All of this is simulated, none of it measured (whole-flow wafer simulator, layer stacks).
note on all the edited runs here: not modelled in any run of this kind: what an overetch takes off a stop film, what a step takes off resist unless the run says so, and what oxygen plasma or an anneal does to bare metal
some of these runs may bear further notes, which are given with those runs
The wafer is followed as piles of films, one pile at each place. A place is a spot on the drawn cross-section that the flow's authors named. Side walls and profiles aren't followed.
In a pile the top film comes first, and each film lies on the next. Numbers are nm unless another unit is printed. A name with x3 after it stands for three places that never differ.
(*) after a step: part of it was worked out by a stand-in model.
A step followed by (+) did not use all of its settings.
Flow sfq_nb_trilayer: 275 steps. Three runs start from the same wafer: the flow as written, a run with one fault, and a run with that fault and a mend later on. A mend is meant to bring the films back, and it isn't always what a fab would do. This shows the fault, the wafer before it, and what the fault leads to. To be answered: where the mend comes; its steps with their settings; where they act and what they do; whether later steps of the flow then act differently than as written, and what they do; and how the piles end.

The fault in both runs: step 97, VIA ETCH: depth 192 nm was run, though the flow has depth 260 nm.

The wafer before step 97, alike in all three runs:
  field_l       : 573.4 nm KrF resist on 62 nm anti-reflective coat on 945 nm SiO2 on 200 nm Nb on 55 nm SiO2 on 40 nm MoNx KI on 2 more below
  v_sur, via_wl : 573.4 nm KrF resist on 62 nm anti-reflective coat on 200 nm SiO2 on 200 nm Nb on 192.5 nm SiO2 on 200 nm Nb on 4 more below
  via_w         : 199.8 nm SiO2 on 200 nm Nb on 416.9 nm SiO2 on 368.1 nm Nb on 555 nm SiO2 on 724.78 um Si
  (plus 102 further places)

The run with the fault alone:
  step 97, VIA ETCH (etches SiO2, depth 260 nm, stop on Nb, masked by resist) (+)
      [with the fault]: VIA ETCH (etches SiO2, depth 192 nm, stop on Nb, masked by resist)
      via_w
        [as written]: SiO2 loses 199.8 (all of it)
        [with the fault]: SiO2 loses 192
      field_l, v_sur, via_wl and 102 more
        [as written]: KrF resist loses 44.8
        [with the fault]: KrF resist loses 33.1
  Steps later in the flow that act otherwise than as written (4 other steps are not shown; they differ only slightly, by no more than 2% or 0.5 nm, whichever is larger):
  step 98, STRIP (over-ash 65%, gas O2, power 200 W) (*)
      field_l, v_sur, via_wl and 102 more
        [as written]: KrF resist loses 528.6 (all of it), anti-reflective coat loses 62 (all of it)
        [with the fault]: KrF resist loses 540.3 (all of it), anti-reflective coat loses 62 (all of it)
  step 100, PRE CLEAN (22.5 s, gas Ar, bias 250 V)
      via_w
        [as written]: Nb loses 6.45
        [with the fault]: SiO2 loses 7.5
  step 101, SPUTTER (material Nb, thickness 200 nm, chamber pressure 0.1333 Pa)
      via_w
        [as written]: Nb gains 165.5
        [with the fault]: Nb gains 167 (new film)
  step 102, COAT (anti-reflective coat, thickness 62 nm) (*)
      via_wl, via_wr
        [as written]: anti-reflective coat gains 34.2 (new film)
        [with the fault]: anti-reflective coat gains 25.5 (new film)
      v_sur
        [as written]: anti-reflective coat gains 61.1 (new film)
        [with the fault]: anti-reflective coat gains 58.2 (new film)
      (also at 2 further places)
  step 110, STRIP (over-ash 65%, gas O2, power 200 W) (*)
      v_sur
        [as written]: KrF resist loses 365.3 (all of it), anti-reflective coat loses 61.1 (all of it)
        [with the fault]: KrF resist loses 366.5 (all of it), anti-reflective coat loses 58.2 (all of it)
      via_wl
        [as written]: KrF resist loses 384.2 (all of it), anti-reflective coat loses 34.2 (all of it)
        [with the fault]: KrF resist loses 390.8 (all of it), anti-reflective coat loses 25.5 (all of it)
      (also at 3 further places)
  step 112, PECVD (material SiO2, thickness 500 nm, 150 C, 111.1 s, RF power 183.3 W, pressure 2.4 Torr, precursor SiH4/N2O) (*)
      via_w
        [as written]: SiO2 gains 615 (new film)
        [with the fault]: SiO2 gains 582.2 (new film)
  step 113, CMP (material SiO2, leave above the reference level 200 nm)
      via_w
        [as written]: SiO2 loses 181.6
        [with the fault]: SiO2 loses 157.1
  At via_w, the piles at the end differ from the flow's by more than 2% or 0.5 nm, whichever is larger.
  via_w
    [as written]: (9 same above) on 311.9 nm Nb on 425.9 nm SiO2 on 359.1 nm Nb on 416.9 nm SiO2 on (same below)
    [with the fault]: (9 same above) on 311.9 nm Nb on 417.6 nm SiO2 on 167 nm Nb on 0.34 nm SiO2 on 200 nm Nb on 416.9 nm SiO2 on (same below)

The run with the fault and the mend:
  The mend stands after step 97.
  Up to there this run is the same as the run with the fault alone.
  step 97a, VIA ETCH (etches SiO2, depth 68 nm, stop on Nb, masked by resist) (+) (the flow's step 97 again, with other settings)
      field_l, v_sur, via_wl and 102 more
        KrF resist loses 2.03
      via_w
        SiO2 loses 7.84 (all of it)
  Every later step of the flow that is run acts as written, at every place that is followed, to within 2% or 0.5 nm, whichever is larger.
  At every place that both follow, the piles at the end match the flow's.
